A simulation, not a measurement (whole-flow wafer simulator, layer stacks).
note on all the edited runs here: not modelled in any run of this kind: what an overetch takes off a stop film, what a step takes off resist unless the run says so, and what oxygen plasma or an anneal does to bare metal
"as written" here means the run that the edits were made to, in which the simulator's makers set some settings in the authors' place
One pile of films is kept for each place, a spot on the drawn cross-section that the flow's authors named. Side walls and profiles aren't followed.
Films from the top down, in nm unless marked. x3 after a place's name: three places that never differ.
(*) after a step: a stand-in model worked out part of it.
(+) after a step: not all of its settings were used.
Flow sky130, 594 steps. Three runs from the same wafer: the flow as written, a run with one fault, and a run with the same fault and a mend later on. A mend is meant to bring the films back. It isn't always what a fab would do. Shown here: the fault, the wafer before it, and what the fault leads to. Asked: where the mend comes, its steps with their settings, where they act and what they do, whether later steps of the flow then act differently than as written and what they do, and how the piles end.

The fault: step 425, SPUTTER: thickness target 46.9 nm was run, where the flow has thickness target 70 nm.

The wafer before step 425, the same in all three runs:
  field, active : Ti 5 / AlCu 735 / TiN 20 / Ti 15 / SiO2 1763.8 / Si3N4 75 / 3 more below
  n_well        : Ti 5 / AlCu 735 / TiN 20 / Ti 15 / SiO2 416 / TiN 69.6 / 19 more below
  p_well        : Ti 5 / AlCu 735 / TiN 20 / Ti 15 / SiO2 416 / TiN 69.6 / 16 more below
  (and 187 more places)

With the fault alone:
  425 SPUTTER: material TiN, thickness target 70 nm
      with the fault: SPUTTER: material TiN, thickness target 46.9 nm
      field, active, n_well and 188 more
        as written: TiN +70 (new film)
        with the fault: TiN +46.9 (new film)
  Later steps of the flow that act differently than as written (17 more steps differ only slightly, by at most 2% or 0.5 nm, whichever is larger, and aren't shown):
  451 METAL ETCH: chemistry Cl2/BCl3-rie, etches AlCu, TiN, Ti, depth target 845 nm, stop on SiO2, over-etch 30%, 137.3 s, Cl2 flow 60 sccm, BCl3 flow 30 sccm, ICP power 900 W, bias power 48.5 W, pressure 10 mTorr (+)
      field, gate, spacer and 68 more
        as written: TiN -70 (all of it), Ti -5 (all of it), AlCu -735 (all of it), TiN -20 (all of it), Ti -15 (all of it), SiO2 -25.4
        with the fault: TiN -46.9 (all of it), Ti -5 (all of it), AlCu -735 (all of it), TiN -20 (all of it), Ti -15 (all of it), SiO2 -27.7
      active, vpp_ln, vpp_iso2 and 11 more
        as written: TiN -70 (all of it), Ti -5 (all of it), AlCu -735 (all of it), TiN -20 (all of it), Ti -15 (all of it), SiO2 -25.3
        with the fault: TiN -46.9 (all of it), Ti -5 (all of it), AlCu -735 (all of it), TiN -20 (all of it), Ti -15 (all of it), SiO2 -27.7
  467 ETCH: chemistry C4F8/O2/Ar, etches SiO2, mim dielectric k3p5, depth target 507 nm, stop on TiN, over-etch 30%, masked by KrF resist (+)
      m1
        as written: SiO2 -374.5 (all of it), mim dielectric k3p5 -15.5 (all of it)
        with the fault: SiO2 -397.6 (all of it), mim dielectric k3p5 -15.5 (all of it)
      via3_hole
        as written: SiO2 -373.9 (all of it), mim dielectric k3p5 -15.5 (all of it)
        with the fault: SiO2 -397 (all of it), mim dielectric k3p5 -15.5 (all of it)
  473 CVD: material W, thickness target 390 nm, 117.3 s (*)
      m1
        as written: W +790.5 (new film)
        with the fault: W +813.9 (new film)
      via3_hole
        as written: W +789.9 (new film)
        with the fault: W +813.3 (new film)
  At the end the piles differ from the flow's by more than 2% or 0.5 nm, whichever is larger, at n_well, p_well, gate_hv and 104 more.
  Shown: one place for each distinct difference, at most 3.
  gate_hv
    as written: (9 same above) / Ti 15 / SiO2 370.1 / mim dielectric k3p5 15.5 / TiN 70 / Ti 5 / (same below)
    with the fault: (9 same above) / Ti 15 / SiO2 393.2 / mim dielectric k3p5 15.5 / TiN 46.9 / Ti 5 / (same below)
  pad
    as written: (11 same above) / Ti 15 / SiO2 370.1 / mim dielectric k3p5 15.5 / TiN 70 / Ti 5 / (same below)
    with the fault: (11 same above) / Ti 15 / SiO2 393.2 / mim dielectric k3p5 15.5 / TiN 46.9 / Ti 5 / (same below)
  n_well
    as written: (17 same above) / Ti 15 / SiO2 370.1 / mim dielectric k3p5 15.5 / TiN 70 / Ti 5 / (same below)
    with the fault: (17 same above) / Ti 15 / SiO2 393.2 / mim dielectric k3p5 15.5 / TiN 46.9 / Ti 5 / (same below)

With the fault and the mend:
  The mend comes after step 425.
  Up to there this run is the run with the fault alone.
  425a SPUTTER: material TiN, thickness target 23.1 nm (the flow's step 425 once more, with other settings)
      field, active, n_well and 188 more
        TiN +23.1
  No later step of the flow acts differently than as written at any place that is followed.
  At the end the piles are the same as the flow's at every place that both follow.
